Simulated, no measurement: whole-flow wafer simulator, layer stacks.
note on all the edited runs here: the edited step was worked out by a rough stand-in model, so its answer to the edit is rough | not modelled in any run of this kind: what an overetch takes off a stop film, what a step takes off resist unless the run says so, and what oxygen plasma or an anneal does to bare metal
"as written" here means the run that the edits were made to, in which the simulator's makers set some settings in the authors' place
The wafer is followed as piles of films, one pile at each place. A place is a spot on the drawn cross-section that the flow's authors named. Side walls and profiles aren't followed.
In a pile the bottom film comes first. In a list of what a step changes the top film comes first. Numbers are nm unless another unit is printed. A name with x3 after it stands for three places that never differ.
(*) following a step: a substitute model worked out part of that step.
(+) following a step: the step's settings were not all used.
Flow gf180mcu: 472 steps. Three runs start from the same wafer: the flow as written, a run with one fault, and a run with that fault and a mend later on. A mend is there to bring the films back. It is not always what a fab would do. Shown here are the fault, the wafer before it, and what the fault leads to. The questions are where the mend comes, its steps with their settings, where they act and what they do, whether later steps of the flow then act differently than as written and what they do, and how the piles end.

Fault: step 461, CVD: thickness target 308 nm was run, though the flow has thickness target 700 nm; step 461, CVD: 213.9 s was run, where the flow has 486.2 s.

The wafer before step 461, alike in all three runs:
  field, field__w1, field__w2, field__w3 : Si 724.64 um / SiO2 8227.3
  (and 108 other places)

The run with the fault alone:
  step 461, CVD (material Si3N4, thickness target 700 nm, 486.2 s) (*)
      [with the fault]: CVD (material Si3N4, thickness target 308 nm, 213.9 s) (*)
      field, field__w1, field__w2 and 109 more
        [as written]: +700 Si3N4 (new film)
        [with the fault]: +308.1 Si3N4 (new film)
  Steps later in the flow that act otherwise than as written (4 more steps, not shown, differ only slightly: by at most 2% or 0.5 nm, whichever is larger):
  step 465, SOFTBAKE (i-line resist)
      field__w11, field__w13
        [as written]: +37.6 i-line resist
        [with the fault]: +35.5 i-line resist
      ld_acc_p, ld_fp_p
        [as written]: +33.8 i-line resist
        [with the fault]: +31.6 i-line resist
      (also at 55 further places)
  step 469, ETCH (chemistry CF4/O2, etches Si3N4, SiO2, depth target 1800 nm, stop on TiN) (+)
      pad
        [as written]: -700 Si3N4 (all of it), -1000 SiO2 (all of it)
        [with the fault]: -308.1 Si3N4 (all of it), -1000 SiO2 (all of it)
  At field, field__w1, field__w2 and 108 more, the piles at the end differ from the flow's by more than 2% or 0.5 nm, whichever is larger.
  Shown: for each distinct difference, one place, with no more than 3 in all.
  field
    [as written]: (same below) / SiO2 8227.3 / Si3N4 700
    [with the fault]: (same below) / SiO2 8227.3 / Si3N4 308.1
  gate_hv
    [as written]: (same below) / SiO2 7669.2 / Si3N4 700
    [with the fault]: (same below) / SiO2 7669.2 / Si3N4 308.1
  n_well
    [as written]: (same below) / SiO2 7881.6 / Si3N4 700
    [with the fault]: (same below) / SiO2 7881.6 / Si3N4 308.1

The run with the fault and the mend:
  After step 461 comes the mend.
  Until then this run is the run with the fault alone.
  step 461a, CVD (material Si3N4, thickness target 392 nm, 272.3 s) (*) (the flow's step 461, run once more with other settings)
      field, field__w1, field__w2 and 109 more
        +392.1 Si3N4
  Later steps of the flow that are run all act as written at every place that is followed, up to a difference of at most 2% or 0.5 nm, whichever is larger.
  The piles end only slightly different from the flow's at the places that both follow, by no more than 2% or 0.5 nm, whichever is larger.
